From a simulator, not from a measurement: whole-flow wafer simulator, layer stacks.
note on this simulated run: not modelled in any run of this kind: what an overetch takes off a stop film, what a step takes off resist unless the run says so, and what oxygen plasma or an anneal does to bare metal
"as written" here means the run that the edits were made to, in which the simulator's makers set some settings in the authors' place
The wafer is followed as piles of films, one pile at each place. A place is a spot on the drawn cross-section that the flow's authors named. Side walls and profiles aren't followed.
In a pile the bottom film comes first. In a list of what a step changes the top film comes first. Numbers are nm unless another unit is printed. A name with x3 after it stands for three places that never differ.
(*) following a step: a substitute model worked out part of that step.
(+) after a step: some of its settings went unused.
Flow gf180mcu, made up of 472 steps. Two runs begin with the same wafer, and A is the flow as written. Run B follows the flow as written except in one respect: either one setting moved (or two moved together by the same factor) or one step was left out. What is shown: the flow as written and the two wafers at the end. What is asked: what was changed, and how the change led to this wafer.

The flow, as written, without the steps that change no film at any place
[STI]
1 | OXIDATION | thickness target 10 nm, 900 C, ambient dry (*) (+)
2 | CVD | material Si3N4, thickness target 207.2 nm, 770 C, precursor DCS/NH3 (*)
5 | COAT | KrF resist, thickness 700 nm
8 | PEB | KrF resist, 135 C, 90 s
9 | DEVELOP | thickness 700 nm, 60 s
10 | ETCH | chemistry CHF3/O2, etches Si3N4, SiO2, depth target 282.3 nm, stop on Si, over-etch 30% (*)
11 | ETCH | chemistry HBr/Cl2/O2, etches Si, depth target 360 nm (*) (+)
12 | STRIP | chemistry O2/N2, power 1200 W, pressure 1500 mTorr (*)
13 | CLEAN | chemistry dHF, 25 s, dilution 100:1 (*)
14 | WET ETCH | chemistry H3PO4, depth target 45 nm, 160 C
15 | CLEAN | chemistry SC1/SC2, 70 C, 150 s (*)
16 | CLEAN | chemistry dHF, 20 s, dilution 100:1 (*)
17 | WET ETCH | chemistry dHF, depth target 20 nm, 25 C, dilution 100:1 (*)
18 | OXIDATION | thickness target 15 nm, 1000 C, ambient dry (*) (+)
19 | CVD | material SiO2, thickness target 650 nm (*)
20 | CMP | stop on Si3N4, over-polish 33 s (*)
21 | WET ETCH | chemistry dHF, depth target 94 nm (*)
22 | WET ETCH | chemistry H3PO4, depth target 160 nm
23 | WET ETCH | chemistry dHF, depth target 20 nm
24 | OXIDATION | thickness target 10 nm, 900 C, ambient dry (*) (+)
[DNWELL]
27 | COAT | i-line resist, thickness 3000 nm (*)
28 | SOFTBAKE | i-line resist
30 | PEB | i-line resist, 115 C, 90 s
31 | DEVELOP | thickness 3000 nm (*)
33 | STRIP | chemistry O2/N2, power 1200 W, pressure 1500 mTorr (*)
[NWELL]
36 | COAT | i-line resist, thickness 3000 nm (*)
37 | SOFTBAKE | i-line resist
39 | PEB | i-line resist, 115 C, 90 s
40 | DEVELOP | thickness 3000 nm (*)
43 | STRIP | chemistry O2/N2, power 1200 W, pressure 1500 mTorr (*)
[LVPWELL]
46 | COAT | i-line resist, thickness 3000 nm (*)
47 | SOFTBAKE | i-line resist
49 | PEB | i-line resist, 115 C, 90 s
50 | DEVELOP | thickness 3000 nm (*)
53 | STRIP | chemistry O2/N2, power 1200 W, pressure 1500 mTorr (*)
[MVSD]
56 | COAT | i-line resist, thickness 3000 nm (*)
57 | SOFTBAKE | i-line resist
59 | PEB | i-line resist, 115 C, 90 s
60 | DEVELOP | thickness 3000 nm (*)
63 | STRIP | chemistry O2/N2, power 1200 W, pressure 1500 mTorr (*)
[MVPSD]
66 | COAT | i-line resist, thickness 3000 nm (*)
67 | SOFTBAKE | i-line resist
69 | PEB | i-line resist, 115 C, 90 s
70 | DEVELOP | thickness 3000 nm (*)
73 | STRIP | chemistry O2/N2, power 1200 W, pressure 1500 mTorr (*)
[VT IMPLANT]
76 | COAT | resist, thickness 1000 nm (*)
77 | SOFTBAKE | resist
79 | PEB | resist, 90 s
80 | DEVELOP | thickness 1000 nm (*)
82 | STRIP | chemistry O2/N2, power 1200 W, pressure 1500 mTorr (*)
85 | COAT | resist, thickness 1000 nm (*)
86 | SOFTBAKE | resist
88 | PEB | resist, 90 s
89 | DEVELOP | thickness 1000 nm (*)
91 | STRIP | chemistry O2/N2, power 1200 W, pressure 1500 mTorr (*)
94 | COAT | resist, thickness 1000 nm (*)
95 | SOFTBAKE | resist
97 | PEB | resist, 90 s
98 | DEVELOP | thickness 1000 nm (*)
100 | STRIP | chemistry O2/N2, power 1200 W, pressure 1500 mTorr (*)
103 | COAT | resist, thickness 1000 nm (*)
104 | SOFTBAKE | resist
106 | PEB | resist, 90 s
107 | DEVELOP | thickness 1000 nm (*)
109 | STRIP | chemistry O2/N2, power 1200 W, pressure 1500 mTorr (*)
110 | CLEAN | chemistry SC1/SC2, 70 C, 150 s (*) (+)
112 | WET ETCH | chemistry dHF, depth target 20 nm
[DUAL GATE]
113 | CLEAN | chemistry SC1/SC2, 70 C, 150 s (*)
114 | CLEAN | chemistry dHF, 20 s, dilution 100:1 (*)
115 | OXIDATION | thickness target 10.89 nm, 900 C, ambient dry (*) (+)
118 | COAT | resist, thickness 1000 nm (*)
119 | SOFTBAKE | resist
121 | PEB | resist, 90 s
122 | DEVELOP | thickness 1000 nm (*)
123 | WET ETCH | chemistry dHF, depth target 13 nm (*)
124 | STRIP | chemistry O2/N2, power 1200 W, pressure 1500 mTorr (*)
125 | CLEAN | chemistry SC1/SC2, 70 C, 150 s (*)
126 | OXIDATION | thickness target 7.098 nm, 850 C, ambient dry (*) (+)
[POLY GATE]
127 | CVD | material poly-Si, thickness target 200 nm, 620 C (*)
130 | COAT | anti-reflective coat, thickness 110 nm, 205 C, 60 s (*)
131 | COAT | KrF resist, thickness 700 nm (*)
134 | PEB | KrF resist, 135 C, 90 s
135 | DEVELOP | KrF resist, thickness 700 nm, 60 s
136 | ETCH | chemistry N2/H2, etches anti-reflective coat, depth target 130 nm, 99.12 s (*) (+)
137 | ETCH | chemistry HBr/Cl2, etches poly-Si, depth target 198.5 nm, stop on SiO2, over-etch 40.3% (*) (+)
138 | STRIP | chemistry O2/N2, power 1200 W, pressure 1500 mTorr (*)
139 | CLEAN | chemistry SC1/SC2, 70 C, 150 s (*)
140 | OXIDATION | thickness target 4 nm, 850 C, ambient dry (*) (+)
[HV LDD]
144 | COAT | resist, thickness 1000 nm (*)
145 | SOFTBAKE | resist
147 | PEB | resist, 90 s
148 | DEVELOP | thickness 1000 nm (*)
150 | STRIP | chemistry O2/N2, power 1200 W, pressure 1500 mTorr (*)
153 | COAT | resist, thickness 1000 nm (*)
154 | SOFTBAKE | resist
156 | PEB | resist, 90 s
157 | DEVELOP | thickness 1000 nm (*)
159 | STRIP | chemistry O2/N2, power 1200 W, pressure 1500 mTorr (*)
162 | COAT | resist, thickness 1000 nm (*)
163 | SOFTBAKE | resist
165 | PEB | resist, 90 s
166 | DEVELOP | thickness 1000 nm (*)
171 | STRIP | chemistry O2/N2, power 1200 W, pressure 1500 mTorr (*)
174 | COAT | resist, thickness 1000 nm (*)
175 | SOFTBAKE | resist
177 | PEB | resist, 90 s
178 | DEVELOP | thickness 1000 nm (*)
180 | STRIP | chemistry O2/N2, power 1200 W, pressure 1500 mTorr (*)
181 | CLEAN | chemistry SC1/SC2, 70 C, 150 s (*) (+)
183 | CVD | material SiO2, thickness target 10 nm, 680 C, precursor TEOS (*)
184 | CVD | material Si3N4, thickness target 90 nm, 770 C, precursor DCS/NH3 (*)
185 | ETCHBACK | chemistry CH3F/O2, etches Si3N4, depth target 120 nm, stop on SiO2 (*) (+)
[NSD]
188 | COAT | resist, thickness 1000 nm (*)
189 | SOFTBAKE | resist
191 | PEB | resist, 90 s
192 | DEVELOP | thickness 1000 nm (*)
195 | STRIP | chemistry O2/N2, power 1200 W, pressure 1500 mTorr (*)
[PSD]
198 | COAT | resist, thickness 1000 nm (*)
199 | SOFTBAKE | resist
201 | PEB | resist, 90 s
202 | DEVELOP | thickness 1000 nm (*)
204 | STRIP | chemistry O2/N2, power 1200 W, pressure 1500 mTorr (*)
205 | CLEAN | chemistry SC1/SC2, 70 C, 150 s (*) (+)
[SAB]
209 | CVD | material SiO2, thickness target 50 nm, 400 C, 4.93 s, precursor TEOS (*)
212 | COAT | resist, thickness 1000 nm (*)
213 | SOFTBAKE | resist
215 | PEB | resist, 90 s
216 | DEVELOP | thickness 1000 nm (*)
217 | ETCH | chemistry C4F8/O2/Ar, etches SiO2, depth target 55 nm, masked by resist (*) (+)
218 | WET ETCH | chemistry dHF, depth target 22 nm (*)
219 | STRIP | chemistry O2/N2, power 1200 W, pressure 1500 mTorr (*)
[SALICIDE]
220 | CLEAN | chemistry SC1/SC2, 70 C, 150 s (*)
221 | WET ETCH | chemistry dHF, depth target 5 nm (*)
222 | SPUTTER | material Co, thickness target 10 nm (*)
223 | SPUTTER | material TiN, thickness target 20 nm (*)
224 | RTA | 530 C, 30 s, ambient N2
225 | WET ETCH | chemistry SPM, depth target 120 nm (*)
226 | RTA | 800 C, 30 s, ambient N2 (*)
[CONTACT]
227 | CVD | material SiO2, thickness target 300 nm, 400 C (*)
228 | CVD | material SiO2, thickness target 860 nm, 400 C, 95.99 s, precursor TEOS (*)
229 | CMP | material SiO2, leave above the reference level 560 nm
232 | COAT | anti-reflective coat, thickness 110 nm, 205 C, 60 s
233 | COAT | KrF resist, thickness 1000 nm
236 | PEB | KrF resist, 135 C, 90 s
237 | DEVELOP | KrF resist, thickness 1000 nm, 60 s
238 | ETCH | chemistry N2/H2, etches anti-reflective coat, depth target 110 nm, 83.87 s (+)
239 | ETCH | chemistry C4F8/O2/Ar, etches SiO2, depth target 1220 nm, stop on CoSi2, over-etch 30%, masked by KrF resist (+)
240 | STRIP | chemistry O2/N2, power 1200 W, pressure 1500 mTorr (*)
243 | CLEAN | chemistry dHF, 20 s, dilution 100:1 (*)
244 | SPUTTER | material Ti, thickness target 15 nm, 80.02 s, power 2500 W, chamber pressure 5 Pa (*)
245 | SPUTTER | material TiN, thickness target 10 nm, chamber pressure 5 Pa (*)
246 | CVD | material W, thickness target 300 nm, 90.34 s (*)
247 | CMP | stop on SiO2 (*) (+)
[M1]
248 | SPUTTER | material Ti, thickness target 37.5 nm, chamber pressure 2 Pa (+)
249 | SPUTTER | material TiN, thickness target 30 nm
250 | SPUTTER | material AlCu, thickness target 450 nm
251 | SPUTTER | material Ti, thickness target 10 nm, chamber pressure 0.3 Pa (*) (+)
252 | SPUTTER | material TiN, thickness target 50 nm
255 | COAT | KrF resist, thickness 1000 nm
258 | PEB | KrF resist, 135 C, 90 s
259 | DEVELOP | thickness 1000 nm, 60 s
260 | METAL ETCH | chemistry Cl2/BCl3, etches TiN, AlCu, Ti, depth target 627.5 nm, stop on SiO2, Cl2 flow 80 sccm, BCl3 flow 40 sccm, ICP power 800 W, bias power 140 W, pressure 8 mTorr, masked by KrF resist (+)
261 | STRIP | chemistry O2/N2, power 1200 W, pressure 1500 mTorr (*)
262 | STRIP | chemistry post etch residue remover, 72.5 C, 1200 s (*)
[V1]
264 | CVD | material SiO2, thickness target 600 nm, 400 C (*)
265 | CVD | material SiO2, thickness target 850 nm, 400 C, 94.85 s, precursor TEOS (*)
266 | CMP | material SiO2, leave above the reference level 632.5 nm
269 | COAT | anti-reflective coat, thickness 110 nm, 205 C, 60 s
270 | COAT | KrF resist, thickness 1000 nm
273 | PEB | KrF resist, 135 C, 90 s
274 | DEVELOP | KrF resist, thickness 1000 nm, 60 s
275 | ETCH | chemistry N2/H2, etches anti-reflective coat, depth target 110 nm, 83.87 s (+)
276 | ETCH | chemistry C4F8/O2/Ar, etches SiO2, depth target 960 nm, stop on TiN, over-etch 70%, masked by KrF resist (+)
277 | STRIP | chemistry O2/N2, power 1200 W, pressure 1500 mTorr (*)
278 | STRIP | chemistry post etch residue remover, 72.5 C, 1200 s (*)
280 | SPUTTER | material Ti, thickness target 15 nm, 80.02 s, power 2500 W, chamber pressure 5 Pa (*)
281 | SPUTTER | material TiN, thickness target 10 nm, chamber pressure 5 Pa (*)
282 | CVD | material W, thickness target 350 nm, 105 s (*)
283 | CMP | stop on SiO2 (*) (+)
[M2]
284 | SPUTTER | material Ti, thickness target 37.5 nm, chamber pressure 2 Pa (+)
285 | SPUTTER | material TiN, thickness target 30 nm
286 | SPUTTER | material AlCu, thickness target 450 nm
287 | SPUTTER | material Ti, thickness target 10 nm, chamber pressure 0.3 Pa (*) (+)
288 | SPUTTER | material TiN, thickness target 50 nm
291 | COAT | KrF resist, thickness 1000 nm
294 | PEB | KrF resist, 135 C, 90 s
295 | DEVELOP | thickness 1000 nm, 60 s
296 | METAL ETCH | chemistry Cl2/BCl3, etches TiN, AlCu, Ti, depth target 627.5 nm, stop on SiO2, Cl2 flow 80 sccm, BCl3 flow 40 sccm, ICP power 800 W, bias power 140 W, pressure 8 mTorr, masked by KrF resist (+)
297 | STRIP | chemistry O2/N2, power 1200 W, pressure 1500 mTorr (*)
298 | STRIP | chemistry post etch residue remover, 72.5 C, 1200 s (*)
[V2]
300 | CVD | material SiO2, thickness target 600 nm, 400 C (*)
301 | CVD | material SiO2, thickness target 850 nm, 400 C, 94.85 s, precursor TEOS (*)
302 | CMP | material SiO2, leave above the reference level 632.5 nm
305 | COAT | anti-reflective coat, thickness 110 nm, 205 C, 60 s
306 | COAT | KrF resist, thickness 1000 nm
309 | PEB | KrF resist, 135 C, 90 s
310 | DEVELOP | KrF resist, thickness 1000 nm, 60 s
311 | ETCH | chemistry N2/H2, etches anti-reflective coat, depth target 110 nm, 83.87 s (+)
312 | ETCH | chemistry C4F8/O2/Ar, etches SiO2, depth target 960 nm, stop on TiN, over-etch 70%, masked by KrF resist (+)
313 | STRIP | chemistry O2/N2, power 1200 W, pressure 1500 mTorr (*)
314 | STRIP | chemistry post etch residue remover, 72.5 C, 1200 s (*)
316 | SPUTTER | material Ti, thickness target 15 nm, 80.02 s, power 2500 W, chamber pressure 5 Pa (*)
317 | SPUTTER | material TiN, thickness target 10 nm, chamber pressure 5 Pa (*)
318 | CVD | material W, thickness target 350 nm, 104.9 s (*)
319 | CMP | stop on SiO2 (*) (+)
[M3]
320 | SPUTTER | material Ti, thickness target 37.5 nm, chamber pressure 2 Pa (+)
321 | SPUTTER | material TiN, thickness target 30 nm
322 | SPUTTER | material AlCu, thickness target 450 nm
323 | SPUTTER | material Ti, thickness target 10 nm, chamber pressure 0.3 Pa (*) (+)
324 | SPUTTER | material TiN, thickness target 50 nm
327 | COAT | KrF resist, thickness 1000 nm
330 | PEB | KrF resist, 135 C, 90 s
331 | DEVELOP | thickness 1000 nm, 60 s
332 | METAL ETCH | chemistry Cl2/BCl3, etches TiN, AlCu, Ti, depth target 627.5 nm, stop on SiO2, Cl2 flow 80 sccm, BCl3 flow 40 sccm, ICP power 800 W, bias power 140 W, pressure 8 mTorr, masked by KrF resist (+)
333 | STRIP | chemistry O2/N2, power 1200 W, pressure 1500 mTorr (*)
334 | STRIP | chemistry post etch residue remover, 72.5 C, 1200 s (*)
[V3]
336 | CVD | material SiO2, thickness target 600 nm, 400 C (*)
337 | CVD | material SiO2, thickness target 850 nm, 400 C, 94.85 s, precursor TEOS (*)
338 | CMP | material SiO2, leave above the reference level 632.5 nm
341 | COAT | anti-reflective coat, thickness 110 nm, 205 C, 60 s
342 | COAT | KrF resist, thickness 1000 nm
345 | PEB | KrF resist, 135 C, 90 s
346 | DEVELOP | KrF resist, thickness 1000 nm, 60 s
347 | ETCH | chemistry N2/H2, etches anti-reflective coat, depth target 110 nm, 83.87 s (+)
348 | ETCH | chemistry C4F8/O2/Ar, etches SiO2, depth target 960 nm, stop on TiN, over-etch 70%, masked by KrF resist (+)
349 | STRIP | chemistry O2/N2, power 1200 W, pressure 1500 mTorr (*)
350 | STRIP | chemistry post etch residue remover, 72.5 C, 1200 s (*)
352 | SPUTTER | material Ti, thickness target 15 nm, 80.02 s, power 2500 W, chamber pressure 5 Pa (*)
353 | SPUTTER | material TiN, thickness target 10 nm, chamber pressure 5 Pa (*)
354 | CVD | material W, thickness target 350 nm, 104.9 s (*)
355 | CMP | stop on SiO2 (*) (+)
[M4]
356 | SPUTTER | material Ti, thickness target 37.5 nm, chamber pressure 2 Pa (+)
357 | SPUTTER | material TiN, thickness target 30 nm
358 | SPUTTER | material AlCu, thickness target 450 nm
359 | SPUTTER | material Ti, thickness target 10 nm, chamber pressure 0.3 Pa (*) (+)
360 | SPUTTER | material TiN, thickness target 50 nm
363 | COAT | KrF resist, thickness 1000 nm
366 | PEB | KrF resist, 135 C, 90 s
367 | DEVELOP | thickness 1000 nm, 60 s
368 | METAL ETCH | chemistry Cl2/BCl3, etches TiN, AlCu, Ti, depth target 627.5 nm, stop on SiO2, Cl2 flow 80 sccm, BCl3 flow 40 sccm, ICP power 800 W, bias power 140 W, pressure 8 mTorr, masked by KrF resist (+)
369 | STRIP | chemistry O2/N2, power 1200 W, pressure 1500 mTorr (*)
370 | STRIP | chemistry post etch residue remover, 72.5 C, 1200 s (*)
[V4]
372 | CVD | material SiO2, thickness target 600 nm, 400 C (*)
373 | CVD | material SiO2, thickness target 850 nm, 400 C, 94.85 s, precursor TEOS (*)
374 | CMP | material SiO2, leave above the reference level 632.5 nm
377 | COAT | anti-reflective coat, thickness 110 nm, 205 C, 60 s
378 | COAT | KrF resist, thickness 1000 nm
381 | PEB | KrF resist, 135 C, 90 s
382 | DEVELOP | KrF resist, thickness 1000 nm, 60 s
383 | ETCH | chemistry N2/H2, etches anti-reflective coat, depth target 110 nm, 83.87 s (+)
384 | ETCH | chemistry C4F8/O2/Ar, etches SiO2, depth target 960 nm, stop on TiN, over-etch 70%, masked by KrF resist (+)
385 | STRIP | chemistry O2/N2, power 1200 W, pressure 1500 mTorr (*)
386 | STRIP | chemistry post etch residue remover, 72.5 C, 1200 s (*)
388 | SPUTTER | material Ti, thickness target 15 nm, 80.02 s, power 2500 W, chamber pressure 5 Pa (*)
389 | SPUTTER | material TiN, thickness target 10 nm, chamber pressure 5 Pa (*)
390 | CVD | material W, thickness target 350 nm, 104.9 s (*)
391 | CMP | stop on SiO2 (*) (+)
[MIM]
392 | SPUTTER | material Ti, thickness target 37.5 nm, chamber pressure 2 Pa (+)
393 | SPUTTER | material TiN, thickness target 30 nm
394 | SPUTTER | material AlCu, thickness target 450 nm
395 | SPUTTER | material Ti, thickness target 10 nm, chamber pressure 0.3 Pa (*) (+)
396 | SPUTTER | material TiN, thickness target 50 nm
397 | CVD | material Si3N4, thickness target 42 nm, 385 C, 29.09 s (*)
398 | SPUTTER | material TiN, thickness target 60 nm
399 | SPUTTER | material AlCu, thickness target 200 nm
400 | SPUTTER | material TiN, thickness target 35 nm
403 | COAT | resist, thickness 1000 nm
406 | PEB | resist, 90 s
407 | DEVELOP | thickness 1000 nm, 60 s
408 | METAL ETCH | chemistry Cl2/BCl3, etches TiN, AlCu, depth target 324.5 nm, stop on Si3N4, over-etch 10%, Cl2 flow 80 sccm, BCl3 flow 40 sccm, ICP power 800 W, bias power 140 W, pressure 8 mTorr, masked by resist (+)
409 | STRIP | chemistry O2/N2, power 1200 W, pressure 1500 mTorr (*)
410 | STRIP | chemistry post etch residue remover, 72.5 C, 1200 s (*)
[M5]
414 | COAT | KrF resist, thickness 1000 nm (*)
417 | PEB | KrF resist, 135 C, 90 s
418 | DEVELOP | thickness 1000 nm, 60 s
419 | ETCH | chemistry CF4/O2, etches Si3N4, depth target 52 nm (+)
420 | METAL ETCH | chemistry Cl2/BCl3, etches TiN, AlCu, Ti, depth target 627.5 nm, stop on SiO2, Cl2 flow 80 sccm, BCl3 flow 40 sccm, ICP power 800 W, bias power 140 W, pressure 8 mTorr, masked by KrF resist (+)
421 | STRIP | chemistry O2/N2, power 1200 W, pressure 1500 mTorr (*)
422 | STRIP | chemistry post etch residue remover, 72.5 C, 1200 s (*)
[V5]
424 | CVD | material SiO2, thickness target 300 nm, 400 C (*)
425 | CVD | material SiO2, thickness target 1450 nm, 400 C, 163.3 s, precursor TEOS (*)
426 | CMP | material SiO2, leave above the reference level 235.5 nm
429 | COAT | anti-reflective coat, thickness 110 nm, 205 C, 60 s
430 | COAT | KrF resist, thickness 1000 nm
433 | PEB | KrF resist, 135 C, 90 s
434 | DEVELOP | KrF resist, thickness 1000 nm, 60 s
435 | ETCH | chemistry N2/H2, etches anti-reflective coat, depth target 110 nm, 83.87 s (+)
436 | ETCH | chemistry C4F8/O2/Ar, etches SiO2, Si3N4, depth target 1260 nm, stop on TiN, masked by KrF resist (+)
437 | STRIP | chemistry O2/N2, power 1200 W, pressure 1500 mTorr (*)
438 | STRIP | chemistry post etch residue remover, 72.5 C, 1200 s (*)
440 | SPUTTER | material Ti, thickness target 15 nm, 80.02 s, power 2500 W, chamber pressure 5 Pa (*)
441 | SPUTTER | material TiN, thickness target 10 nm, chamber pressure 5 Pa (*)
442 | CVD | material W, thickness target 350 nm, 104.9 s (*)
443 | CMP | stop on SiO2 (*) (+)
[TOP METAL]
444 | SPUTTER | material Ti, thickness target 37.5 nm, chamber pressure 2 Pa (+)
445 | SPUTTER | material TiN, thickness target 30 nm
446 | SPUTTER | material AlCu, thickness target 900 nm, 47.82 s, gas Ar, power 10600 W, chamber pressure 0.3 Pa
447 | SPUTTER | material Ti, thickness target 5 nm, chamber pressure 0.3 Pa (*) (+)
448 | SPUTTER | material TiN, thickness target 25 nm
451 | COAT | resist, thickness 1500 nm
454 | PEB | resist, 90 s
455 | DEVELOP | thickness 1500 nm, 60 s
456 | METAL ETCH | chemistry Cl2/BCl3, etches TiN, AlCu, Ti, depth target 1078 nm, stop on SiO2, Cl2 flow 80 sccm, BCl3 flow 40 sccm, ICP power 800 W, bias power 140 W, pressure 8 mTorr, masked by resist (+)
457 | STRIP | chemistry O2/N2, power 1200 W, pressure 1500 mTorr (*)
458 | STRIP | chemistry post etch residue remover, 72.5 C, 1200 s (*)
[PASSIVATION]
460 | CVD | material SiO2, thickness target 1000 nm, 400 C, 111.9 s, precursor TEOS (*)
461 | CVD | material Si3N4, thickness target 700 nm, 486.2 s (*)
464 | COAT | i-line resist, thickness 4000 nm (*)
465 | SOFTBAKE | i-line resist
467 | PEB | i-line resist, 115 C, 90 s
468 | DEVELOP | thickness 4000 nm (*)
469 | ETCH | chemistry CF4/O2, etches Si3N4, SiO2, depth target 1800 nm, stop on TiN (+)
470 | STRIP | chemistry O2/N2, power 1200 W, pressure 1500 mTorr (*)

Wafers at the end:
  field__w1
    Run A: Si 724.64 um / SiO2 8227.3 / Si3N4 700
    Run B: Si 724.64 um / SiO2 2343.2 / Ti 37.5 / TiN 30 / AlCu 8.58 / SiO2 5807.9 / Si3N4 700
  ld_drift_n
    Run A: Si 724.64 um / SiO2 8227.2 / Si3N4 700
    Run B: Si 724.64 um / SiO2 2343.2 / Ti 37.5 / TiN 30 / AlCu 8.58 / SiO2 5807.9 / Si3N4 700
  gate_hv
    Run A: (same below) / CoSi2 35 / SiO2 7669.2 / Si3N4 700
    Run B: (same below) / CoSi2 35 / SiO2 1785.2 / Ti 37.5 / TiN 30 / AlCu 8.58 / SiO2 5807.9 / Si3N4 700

Cause: step 296, METAL ETCH: depth target 495.7 nm was run, whereas the flow has depth target 627.5 nm.

The path from the change to this, step by step:
  296 | METAL ETCH | chemistry Cl2/BCl3, etches TiN, AlCu, Ti, depth target 627.5 nm, stop on SiO2, Cl2 flow 80 sccm, BCl3 flow 40 sccm, ICP power 800 W, bias power 140 W, pressure 8 mTorr, masked by KrF resist (+)
      field, field__w1, field__w2 and 103 more: A -50 TiN (all of it), -10 Ti (all of it), -450 AlCu (all of it), -30 TiN (all of it), -37.5 Ti (all of it) | B -50 TiN (all of it), -10 Ti (all of it), -435.7 AlCu
      field__w8, contact, m1, m1__w1, m1_nw: A -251 KrF resist | B -198.3 KrF resist
  297 | STRIP | chemistry O2/N2, power 1200 W, pressure 1500 mTorr (*)
      field__w8, contact, m1, m1__w1, m1_nw: A -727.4 KrF resist (all of it) | B -780.1 KrF resist (all of it)
  298 | STRIP | chemistry post etch residue remover, 72.5 C, 1200 s (*)
      field, field__w1, field__w2 and 103 more: A nothing | B -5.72 AlCu
  300 | CVD | material SiO2, thickness target 600 nm, 400 C (*)
      field, field__w1, field__w2 and 103 more: A +600 SiO2 | B +600 SiO2 (new film)
  302 | CMP | material SiO2, leave above the reference level 632.5 nm
      field, field__w1, field__w2 and 103 more: A -300 SiO2 | B -376.1 SiO2
Taking metal films that touch as one body, field__w1 has 1 body; the flow as written gives 0 bodies.
Taking metal films that touch as one body, ld_drift_n has 1 body; the flow as written gives 0 bodies.
Taking metal films that touch as one body, gate_hv has 2 bodies (between them, from the top down: SiO2 1785.2); the flow as written gives 1 body.
